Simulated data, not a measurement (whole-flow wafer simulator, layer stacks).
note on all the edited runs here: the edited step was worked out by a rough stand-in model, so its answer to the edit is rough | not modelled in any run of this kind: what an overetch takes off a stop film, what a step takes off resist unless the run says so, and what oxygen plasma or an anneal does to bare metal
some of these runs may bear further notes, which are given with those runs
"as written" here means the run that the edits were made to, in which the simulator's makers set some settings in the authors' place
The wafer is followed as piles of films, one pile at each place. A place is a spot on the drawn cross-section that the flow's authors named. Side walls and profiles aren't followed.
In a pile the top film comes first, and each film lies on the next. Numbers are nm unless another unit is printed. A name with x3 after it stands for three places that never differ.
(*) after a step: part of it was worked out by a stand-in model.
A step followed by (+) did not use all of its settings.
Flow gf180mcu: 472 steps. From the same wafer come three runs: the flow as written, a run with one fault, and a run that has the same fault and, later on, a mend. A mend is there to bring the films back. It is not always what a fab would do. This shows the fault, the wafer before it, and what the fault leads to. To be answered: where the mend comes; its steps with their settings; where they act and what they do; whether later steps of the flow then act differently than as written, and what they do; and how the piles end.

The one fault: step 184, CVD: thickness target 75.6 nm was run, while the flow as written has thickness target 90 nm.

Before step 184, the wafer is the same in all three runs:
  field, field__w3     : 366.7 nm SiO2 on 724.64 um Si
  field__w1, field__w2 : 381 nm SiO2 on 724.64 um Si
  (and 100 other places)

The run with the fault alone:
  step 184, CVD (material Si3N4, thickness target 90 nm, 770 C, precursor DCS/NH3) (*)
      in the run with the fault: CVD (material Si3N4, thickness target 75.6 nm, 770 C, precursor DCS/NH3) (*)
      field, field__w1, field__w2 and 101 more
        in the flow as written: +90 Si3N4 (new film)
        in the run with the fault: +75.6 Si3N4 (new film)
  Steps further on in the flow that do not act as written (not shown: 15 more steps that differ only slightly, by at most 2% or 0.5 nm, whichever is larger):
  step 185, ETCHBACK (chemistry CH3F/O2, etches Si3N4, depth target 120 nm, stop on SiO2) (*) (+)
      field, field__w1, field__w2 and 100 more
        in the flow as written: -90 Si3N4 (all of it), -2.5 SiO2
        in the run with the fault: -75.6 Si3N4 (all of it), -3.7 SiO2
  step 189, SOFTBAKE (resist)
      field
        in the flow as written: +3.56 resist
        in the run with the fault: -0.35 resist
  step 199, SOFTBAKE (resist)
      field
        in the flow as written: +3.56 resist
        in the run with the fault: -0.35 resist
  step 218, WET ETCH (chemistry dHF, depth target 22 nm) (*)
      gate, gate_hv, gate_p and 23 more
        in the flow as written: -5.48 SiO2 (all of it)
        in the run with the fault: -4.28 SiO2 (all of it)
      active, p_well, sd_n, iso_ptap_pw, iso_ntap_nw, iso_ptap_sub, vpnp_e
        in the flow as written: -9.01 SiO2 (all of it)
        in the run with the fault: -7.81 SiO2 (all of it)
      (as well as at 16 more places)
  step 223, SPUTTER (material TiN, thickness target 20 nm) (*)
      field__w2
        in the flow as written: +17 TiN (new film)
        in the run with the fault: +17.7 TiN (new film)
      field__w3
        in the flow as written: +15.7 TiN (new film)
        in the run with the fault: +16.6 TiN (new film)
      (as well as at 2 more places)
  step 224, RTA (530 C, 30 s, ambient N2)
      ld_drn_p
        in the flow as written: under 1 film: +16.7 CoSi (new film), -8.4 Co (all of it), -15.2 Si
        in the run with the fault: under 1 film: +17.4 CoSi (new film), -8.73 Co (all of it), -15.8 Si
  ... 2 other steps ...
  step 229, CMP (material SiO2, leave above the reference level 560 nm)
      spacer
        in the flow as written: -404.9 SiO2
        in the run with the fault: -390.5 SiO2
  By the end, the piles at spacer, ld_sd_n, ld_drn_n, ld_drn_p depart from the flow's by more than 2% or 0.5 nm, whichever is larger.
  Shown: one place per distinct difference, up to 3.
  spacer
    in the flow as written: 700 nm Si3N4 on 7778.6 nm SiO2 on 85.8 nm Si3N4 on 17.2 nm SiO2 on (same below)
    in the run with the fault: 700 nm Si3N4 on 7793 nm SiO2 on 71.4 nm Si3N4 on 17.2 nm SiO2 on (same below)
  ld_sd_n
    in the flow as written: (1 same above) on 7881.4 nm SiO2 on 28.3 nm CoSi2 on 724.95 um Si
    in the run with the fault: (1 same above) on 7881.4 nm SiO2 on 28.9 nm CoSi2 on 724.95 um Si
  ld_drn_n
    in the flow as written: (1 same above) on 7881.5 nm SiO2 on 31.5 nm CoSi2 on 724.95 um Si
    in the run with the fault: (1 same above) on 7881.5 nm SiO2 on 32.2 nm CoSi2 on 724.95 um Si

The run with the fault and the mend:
  The mend follows step 184.
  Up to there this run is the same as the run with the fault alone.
  step 184a, CVD (material Si3N4, thickness target 14.4 nm, 770 C, precursor DCS/NH3) (*) (a further turn of the flow's step 184, with different settings)
      field, field__w1, field__w2 and 101 more
        +14.4 Si3N4
  None of the later steps of the flow differs from how it acts as written, at any place that is followed, by more than 2% or 0.5 nm, whichever is larger.
  At every place that both follow, the piles at the end match the flow's.
